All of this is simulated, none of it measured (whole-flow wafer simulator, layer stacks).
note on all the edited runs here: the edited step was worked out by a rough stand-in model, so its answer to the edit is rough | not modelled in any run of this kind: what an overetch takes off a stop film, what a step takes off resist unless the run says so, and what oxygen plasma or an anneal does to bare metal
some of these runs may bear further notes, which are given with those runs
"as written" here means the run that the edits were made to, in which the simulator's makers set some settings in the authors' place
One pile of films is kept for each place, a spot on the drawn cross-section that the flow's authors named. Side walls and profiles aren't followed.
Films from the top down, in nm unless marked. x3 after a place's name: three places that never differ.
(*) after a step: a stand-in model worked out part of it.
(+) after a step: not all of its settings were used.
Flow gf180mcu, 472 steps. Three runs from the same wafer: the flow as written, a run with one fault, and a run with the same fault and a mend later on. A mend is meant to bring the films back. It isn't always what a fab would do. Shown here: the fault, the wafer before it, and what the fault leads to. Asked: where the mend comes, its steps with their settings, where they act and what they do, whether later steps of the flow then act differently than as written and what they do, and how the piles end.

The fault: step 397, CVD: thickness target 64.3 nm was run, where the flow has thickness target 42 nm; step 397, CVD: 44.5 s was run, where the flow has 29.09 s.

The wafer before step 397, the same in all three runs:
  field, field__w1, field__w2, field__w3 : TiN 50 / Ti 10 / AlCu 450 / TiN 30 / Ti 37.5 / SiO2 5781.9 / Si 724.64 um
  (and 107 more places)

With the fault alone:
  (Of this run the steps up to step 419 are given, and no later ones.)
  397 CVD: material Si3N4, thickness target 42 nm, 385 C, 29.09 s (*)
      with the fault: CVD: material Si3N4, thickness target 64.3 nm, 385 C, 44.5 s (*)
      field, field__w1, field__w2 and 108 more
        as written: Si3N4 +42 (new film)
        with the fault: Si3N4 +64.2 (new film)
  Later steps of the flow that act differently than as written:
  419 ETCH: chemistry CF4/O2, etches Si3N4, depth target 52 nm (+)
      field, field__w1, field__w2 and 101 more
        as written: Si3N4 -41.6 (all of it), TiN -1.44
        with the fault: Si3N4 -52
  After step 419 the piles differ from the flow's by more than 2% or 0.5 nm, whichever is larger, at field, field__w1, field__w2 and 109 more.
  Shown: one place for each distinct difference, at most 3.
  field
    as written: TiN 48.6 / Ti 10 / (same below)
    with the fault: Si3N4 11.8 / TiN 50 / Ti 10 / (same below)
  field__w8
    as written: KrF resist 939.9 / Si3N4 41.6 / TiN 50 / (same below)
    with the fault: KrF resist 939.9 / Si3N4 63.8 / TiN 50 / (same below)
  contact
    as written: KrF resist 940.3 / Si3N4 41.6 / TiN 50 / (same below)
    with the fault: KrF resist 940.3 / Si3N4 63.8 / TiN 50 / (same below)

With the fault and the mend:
  The mend comes after step 397.
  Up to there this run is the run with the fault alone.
  397a WET ETCH: chemistry H3PO4, depth target 22.3 nm, 160 C (the flow's step 14 once more, with other settings)
      field, field__w1, field__w2 and 108 more
        Si3N4 -22.3
  No later step of the flow acts differently than as written, at any place that is followed, by more than 2% or 0.5 nm, whichever is larger.
  At the end the piles differ from the flow's only slightly at the places that both follow, by at most 2% or 0.5 nm, whichever is larger.
